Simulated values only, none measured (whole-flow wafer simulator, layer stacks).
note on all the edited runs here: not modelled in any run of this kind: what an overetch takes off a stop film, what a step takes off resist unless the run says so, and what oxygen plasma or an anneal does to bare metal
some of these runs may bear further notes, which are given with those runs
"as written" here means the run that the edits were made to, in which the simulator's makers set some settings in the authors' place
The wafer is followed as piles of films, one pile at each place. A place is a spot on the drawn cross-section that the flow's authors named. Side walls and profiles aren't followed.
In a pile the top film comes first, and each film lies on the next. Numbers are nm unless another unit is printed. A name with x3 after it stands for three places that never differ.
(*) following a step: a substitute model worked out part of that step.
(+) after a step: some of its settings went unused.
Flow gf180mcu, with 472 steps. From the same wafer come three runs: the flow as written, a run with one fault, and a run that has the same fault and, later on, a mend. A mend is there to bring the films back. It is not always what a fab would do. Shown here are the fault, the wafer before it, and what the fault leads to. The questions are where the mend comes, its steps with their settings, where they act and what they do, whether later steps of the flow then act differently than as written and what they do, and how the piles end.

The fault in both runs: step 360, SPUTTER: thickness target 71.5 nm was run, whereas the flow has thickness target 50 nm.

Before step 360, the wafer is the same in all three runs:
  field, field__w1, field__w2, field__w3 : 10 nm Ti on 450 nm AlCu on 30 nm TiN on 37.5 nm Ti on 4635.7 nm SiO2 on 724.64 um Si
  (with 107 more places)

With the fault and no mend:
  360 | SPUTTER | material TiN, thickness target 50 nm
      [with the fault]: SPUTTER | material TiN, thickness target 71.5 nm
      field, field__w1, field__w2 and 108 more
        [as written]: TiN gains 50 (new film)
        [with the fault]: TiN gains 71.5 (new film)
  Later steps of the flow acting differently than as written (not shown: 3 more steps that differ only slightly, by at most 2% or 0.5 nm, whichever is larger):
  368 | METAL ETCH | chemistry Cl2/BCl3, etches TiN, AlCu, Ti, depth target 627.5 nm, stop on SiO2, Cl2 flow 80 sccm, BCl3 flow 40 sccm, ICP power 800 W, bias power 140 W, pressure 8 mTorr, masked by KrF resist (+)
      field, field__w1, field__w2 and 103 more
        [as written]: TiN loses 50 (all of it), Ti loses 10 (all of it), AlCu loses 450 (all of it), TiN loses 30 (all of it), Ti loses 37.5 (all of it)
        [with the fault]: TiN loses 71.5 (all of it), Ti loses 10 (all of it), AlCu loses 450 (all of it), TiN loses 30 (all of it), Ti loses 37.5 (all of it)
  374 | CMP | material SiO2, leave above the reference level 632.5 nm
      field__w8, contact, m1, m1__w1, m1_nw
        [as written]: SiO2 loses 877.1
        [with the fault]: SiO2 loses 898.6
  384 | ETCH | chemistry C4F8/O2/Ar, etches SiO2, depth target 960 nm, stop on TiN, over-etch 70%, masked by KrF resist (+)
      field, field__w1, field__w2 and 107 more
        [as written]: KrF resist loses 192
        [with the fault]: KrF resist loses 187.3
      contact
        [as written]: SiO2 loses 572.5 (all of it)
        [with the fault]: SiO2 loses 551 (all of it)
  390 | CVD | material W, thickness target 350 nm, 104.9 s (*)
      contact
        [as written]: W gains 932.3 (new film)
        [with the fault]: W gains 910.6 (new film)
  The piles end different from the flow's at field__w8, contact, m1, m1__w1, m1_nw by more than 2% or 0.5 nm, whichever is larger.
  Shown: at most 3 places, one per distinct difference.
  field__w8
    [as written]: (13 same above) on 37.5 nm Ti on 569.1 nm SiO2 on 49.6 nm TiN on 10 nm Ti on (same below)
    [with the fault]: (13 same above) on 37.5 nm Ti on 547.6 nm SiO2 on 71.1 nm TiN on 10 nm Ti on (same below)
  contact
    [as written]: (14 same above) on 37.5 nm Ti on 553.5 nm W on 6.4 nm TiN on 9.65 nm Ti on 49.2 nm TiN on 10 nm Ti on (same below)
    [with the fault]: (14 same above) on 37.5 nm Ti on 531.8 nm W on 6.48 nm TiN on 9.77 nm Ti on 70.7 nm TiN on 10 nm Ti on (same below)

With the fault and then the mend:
  After step 367 comes the mend.
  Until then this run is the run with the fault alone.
  367a | STRIP | chemistry O2/N2, power 2160 W, pressure 1700 mTorr (*)
      field__w8, contact, m1, m1__w1, m1_nw
        KrF resist loses 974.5 (all of it)
  367b | METAL ETCH | chemistry Cl2/BCl3, etches TiN, AlCu, Ti, depth target 21.5 nm, Cl2 flow 80 sccm, BCl3 flow 40 sccm, ICP power 800 W, bias power 140 W, pressure 8 mTorr (a further turn of the flow's step 260, with different settings)
      field, field__w1, field__w2 and 108 more
        TiN loses 21.5
  367c | HMDS | 120 C, 60 s (a further turn of the flow's step 362)
      leaves every film unchanged at each place that is followed
  367d | COAT | KrF resist, thickness 1000 nm (a further turn of the flow's step 363)
      field, field__w1, field__w2 and 108 more
        KrF resist gains 1000 (new film)
  367e | SOFTBAKE | KrF resist (a further turn of the flow's step 364)
      leaves every film unchanged at each place that is followed
  367f | EXPOSE | photomask Metal4 (a further turn of the flow's step 365)
      leaves every film unchanged at each place that is followed
  367g | PEB | KrF resist, 135 C, 90 s (a further turn of the flow's step 366)
      field, field__w1, field__w2 and 108 more
        KrF resist loses 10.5
  367h | DEVELOP | thickness 1000 nm, 60 s (a further turn of the flow's step 367)
      field, field__w1, field__w2 and 103 more
        KrF resist loses 989.5 (all of it)
      field__w8, contact, m1, m1__w1, m1_nw
        KrF resist loses 14.9
  None of the later steps of the flow acts differently than as written at any place that is followed.
  The piles end the same as the flow's at every place that both follow.
